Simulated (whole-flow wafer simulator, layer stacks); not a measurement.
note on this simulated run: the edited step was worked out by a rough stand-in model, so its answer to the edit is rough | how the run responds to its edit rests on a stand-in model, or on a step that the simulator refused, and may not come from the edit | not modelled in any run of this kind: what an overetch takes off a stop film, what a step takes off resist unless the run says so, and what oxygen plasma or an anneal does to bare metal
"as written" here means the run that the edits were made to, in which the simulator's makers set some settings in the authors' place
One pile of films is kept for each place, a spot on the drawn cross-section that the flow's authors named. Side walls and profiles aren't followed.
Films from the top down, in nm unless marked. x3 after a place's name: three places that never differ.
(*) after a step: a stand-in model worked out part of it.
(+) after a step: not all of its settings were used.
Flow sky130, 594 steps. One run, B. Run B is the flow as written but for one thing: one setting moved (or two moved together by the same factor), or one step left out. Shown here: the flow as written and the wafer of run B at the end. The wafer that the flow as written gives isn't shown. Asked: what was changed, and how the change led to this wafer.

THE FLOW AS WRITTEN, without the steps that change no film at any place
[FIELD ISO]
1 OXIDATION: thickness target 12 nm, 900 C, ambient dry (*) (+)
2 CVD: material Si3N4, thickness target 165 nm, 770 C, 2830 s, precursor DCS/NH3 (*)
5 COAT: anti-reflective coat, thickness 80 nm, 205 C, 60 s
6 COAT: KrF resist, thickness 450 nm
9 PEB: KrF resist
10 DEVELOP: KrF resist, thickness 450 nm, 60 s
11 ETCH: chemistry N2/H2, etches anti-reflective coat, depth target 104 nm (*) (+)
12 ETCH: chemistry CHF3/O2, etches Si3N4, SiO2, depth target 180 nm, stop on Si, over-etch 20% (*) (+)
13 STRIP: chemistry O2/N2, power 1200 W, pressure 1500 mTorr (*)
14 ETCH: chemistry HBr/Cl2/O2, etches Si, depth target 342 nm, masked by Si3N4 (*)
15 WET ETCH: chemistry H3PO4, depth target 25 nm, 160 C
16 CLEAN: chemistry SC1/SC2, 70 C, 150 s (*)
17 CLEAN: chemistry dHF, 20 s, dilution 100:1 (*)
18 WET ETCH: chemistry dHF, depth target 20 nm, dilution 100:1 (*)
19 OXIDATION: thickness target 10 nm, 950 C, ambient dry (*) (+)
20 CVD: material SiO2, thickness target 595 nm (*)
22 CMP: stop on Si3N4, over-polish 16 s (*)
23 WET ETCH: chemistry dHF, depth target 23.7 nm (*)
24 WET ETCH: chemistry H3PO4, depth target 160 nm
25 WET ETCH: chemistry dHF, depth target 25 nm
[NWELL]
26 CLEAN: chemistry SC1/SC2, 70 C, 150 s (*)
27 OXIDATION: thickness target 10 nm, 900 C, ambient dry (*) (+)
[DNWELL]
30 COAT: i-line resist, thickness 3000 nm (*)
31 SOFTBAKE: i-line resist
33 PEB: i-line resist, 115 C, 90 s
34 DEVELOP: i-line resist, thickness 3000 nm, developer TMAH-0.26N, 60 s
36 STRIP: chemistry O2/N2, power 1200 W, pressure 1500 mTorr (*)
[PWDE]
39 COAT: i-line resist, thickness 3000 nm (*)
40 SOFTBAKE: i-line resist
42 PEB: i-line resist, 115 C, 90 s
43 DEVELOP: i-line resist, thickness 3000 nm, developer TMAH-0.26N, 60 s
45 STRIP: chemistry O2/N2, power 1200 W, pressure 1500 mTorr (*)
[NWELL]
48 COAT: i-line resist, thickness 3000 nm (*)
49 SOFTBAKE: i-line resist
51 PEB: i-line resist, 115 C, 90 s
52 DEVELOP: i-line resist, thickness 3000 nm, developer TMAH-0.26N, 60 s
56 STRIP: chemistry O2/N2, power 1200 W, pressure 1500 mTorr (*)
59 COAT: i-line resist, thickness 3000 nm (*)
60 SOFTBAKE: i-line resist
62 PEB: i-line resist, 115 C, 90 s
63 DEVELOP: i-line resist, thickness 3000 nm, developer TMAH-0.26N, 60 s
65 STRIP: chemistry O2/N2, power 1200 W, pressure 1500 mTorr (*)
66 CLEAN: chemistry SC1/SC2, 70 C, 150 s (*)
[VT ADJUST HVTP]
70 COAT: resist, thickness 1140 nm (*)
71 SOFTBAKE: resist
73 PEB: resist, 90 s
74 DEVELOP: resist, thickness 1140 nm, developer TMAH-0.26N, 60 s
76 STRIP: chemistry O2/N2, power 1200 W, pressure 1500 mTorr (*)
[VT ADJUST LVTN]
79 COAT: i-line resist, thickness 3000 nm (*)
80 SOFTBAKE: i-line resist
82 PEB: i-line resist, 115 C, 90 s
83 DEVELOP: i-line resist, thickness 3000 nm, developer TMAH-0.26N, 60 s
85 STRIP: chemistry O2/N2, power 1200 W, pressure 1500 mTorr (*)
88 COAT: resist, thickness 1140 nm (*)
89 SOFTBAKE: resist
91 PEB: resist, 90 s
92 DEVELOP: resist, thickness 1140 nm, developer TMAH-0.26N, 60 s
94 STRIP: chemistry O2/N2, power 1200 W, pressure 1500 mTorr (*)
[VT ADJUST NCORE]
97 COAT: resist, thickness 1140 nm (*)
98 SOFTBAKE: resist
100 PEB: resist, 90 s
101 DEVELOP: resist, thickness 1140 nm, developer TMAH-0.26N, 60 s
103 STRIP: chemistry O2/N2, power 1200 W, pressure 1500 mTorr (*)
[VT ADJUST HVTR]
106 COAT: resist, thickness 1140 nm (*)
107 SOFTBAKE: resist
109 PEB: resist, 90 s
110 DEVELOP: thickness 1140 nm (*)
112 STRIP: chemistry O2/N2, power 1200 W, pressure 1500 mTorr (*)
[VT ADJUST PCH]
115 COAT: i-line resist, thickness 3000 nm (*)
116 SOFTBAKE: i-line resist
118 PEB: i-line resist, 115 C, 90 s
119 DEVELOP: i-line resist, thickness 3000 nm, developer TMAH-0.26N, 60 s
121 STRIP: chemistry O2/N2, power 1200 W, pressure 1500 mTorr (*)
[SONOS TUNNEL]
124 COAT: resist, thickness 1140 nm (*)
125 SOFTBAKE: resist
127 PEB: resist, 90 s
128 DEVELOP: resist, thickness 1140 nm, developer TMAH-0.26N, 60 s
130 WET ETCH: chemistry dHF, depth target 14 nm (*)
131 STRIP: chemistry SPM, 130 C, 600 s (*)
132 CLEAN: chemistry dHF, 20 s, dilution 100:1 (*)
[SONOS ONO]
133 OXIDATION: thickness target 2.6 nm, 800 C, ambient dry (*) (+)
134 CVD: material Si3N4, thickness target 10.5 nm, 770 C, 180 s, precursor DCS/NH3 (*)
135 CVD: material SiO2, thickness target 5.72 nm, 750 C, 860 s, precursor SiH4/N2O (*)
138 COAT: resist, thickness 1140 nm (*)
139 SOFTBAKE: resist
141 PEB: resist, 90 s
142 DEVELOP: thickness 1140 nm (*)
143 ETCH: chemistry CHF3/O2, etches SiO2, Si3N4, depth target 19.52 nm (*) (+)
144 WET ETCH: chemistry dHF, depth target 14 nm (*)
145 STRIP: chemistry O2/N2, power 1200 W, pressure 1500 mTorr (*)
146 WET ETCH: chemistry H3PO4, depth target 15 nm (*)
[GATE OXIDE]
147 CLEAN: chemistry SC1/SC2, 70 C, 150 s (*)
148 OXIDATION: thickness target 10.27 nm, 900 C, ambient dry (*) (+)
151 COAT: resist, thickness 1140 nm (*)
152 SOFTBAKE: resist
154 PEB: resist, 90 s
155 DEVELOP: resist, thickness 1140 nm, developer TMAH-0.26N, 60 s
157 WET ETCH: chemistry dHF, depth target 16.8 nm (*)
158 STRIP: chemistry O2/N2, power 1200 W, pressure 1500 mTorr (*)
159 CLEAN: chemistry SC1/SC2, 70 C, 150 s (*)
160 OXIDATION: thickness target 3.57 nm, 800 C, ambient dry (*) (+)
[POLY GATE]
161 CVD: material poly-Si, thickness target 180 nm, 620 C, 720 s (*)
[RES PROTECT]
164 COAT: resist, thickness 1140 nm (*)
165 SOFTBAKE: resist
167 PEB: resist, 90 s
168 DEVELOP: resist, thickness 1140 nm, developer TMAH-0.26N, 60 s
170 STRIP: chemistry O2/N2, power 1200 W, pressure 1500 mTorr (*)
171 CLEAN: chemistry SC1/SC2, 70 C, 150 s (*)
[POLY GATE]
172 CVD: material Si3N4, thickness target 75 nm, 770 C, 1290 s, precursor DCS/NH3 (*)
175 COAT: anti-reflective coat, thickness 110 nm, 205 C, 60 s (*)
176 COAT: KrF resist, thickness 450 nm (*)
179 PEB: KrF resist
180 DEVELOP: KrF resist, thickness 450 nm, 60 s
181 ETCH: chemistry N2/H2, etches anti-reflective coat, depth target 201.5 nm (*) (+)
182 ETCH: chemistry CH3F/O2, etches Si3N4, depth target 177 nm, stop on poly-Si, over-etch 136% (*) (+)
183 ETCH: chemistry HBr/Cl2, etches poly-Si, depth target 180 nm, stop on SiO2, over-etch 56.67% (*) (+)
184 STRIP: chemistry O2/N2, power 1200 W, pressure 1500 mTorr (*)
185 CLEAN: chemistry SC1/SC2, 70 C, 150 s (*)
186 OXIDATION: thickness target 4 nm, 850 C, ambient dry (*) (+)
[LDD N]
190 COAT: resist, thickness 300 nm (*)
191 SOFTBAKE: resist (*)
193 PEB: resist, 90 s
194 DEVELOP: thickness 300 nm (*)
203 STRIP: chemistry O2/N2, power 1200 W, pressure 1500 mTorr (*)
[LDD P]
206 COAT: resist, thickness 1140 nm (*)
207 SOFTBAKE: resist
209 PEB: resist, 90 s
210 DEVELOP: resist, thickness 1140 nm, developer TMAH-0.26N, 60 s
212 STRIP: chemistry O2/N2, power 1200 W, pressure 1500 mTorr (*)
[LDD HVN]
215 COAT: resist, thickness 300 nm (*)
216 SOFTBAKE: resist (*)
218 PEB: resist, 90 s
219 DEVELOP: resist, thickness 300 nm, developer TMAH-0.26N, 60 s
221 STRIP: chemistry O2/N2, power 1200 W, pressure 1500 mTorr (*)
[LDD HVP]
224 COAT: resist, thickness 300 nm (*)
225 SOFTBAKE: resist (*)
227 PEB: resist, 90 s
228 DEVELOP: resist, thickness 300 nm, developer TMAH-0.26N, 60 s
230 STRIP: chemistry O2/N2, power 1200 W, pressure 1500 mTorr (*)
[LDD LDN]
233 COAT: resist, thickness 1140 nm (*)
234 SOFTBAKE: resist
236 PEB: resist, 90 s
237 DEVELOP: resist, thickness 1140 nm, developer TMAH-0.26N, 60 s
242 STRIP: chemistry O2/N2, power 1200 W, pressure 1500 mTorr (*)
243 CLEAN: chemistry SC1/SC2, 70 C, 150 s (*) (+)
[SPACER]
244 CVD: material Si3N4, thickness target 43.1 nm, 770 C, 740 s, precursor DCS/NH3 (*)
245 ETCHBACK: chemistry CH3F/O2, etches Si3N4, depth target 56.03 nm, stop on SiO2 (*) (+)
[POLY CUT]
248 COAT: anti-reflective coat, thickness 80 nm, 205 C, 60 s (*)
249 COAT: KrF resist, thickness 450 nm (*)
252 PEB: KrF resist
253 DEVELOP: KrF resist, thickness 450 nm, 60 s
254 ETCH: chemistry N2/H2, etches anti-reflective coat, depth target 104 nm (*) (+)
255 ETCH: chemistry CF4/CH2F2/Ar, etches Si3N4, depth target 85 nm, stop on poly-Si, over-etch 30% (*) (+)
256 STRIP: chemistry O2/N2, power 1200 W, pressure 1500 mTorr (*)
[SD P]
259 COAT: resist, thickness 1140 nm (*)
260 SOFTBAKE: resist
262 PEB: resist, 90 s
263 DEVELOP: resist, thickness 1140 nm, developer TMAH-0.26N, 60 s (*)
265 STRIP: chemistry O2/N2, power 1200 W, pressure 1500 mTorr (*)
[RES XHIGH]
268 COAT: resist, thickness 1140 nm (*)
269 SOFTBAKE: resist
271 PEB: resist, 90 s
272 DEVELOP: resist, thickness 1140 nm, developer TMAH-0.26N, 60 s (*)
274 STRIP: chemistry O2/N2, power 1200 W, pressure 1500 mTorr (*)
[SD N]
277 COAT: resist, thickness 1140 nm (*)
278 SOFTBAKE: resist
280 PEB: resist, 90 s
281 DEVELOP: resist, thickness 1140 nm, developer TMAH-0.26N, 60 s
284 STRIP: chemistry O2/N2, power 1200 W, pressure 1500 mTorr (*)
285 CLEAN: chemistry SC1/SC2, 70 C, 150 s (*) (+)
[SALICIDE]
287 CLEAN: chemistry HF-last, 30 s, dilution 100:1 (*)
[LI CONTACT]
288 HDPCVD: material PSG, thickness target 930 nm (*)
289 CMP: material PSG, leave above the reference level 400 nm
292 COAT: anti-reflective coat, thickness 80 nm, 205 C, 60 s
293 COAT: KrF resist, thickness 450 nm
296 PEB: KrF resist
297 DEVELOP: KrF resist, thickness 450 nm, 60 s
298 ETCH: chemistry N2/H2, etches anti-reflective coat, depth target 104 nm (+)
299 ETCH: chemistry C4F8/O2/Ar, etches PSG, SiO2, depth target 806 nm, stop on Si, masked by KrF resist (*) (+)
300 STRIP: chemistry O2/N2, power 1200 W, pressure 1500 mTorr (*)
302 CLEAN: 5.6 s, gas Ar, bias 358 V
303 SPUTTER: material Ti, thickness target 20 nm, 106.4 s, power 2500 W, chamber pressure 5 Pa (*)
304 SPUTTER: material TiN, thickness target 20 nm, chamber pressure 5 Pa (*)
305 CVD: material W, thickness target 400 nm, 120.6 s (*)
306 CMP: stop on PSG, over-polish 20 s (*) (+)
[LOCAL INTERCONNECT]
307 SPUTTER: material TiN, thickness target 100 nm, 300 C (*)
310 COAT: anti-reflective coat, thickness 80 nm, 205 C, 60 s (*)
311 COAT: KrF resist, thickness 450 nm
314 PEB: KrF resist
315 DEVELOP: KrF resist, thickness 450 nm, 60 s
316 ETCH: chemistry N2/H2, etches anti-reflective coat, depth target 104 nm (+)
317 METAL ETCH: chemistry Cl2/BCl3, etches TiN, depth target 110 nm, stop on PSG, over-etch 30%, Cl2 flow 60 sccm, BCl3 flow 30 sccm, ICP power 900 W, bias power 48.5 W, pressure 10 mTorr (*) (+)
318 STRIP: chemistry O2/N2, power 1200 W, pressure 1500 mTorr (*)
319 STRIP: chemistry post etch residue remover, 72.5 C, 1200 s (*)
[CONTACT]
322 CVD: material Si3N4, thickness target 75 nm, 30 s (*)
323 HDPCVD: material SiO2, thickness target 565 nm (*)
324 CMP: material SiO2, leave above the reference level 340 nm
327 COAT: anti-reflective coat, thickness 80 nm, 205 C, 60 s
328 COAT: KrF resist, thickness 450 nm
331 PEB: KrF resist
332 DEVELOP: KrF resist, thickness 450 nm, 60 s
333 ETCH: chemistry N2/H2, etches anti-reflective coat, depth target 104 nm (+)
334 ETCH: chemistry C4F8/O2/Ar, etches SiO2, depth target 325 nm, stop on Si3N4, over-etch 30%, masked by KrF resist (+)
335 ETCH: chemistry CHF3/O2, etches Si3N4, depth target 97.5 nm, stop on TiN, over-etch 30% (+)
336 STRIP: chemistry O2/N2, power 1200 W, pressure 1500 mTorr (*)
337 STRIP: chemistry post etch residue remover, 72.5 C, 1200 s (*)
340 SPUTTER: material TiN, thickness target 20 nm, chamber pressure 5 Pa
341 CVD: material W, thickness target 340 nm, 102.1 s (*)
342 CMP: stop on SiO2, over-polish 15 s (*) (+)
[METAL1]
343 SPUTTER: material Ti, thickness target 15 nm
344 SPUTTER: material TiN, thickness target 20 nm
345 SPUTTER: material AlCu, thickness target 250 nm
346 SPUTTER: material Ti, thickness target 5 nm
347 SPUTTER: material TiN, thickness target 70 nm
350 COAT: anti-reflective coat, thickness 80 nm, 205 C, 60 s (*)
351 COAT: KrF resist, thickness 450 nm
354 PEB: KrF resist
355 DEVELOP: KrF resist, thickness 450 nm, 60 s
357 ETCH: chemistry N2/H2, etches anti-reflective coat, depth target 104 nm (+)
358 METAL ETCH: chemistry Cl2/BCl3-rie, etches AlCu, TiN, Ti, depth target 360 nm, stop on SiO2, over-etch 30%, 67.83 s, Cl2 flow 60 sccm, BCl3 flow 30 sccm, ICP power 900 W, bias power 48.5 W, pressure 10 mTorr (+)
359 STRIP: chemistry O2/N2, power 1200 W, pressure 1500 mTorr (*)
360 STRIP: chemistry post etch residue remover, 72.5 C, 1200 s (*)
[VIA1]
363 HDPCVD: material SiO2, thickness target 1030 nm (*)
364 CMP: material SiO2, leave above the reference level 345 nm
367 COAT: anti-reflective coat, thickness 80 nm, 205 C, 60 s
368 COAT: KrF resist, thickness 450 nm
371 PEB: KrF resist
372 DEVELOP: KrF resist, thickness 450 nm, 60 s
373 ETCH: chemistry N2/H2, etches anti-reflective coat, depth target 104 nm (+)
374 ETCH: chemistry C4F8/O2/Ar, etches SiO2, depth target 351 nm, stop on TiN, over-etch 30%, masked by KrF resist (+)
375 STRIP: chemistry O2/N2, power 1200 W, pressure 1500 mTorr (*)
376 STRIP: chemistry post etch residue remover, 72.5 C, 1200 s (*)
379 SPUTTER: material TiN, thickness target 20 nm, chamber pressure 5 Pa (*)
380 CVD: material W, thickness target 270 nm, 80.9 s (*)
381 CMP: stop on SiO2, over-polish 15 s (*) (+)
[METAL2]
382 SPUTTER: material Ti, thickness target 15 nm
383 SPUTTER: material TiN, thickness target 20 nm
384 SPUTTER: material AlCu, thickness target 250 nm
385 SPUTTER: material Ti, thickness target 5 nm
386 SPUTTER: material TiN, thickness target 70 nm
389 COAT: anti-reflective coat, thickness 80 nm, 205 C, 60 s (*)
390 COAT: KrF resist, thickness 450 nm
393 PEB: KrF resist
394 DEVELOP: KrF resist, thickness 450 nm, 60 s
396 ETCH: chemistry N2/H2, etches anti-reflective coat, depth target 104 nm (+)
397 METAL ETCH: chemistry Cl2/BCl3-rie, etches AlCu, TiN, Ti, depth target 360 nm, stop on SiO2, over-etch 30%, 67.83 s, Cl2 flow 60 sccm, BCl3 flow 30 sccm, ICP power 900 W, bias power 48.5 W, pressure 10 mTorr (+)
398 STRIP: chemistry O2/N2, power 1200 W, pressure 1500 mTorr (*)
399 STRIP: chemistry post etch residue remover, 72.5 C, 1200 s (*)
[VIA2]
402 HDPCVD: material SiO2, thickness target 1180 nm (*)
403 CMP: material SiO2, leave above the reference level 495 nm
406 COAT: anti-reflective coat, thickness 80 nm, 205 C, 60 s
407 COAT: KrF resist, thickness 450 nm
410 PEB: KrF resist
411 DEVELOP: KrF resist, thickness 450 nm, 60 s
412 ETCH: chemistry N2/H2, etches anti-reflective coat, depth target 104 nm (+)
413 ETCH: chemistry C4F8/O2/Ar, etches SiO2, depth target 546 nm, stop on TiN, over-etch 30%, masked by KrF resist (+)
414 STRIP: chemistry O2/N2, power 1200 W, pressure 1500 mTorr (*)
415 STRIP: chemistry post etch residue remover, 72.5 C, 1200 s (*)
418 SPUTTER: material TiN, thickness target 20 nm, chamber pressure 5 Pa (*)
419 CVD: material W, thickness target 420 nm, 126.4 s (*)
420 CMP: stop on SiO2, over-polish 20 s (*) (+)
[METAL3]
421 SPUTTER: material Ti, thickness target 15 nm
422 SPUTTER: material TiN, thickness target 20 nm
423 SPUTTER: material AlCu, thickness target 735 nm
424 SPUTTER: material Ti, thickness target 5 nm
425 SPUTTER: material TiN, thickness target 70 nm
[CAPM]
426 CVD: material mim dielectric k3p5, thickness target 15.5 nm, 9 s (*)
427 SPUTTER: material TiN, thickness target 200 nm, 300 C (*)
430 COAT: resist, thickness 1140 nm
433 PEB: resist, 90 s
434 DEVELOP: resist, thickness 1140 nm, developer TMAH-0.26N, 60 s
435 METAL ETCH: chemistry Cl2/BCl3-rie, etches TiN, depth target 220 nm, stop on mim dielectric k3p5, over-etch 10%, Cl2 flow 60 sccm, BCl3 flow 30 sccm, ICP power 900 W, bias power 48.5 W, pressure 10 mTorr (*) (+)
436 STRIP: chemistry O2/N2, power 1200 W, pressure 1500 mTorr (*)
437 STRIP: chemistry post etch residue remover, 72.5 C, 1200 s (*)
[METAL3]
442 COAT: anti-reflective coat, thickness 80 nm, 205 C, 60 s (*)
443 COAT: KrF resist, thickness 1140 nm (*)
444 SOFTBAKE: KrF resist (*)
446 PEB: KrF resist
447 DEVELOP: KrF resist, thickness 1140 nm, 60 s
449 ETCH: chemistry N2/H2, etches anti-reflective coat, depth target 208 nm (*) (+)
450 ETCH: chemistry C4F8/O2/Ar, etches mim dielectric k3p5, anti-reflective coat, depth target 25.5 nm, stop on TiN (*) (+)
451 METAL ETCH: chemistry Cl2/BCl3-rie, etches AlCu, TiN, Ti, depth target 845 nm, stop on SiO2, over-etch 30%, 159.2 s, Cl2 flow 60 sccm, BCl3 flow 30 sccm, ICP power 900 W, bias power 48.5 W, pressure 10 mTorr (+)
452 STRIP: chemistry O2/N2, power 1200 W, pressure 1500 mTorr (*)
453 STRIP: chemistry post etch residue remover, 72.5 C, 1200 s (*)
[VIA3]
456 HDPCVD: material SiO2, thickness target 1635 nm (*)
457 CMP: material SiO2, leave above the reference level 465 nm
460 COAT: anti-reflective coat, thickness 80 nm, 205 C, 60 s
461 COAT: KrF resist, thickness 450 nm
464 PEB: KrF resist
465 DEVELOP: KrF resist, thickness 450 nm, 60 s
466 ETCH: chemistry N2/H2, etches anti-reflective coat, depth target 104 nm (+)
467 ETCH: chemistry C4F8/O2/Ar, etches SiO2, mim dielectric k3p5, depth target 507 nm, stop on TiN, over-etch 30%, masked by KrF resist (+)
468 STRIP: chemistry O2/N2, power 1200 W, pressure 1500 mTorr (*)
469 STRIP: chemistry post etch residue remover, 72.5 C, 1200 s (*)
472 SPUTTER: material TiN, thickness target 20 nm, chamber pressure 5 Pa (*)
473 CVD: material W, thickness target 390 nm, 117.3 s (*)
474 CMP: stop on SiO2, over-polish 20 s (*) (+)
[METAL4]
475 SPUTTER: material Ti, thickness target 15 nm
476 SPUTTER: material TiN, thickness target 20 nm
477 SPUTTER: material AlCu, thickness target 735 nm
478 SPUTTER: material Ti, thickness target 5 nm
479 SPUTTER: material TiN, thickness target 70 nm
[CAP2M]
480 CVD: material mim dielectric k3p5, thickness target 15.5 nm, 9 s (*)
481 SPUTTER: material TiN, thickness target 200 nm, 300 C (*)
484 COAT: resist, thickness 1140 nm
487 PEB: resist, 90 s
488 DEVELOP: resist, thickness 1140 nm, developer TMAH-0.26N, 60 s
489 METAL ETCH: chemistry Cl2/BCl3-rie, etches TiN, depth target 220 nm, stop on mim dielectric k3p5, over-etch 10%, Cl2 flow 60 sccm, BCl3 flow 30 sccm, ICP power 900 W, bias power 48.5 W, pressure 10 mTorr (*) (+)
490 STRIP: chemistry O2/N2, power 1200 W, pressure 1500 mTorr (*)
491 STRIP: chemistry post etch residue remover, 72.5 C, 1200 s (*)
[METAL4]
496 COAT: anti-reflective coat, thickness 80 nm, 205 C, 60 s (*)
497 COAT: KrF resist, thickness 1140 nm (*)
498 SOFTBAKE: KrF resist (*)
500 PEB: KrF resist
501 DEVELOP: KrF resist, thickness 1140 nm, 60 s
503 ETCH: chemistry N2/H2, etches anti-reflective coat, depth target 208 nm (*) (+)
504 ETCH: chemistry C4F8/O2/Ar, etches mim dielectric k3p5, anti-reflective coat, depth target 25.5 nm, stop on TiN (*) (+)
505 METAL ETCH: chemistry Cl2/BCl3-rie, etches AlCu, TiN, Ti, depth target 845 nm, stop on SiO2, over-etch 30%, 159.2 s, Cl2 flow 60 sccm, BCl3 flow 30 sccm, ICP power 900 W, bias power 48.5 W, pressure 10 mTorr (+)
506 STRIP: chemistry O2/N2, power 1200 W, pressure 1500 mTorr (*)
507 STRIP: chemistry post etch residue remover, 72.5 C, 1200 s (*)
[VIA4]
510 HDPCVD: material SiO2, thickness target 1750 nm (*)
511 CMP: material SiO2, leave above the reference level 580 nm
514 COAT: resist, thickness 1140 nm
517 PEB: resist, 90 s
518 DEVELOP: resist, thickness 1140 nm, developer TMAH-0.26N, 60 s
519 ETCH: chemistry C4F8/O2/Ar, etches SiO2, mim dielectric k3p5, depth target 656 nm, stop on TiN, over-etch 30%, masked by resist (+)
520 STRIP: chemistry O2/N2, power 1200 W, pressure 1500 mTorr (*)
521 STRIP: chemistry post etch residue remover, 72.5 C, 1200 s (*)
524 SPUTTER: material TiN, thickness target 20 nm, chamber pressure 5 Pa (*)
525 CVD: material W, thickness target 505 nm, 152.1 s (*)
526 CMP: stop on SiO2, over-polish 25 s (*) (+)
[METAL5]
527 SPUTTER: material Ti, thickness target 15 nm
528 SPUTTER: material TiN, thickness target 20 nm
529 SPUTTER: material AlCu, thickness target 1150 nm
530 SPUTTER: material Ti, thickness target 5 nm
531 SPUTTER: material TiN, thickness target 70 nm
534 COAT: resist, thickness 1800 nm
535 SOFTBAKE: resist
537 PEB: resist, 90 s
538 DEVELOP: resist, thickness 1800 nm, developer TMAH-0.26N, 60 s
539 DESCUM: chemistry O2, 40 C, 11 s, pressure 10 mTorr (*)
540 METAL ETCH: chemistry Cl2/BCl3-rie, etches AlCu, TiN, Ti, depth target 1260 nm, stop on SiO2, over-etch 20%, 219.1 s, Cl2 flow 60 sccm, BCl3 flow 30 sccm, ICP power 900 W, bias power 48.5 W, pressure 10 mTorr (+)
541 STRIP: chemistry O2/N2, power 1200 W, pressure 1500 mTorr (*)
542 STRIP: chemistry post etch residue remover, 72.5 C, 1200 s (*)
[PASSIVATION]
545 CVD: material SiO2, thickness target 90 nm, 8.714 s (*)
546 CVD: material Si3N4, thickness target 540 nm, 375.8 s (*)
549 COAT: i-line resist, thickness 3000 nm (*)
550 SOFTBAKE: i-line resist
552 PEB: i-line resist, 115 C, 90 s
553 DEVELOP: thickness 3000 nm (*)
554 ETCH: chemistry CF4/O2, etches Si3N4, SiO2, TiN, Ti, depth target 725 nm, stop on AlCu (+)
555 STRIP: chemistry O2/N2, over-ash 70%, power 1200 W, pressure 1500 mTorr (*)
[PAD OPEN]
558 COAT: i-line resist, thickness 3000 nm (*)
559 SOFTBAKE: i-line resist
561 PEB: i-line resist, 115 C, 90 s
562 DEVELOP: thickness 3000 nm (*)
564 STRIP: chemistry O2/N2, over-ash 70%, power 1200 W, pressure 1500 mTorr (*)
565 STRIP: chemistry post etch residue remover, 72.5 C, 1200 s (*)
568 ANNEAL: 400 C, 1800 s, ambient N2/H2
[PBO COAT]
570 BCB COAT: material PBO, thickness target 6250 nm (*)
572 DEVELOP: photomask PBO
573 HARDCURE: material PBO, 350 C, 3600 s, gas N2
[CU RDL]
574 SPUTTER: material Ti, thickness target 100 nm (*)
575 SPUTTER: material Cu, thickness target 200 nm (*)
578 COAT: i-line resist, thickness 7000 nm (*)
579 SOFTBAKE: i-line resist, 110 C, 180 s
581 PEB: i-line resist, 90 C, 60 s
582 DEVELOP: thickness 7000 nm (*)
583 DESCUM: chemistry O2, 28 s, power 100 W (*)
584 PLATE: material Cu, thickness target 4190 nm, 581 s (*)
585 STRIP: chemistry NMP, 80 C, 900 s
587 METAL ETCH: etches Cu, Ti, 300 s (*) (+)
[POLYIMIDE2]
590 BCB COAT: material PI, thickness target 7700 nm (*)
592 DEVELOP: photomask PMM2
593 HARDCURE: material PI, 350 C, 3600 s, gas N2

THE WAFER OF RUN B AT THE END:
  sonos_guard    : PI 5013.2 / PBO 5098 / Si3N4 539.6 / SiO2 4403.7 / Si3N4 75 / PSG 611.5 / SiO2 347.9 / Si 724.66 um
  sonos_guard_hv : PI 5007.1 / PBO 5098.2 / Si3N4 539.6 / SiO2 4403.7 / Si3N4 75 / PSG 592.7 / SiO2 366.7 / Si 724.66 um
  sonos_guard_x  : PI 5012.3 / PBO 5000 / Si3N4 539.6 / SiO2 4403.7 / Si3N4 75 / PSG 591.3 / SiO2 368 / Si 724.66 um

The cause: step 130, WET ETCH: depth target 21 nm was run, where the flow has depth target 14 nm.

How the change led to this, step by step:
  130 WET ETCH: chemistry dHF, depth target 14 nm (*)
      sonos_guard, sonos_guard_hv, sonos_guard_x: SiO2 -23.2 (as written it would be: SiO2 -15.5)
  175 COAT: anti-reflective coat, thickness 110 nm, 205 C, 60 s (*)
      sonos_guard: anti-reflective coat +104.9 (new film) (as written it would be: anti-reflective coat +99.1 (new film))
      sonos_guard_hv: anti-reflective coat +88.9 (new film) (as written it would be: anti-reflective coat +83.2 (new film))
      (and at 1 more place)
  181 ETCH: chemistry N2/H2, etches anti-reflective coat, depth target 201.5 nm (*) (+)
      sonos_guard: anti-reflective coat -104.9 (all of it), Si3N4 -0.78 (as written it would be: anti-reflective coat -99.1 (all of it), Si3N4 -0.86)
      sonos_guard_hv: anti-reflective coat -88.9 (all of it), Si3N4 -0.99 (as written it would be: anti-reflective coat -83.2 (all of it), Si3N4 -1.06)
      (and at 1 more place)
  190 COAT: resist, thickness 300 nm (*)
      sonos_guard_x: resist +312 (new film) (as written it would be: resist +305.2 (new film))
  203 STRIP: chemistry O2/N2, power 1200 W, pressure 1500 mTorr (*)
      sonos_guard_x: resist -295.3 (all of it) (as written it would be: resist -288.8 (all of it))
  215 COAT: resist, thickness 300 nm (*)
      sonos_guard_x: resist +312 (new film) (as written it would be: resist +305.2 (new film))
  221 STRIP: chemistry O2/N2, power 1200 W, pressure 1500 mTorr (*)
      sonos_guard_x: resist -295.3 (all of it) (as written it would be: resist -288.8 (all of it))
  224 COAT: resist, thickness 300 nm (*)
      sonos_guard_x: resist +312 (new film) (as written it would be: resist +305.2 (new film))
  230 STRIP: chemistry O2/N2, power 1200 W, pressure 1500 mTorr (*)
      sonos_guard_x: resist -295.3 (all of it) (as written it would be: resist -288.8 (all of it))
  248 COAT: anti-reflective coat, thickness 80 nm, 205 C, 60 s (*)
      m1: anti-reflective coat +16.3 (new film) (as written it would be: anti-reflective coat +16.9 (new film))
      sonos_cell: anti-reflective coat +8.94 (new film) (as written it would be: anti-reflective coat +9.56 (new film))
      (and at 5 more places)
  256 STRIP: chemistry O2/N2, power 1200 W, pressure 1500 mTorr (*)
      m1: KrF resist -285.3 (all of it), anti-reflective coat -16.3 (all of it) (as written it would be: KrF resist -284.8 (all of it), anti-reflective coat -16.9 (all of it))
      sonos_cell: KrF resist -278.7 (all of it), anti-reflective coat -8.94 (all of it) (as written it would be: KrF resist -278.4 (all of it), anti-reflective coat -9.56 (all of it))
      (and at 5 more places)
  289 CMP: material PSG, leave above the reference level 400 nm
      sonos_guard: PSG -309 (as written it would be: PSG -316.8)
      sonos_guard_hv: PSG -327.9 (as written it would be: PSG -335.6)
      (and at 1 more place)
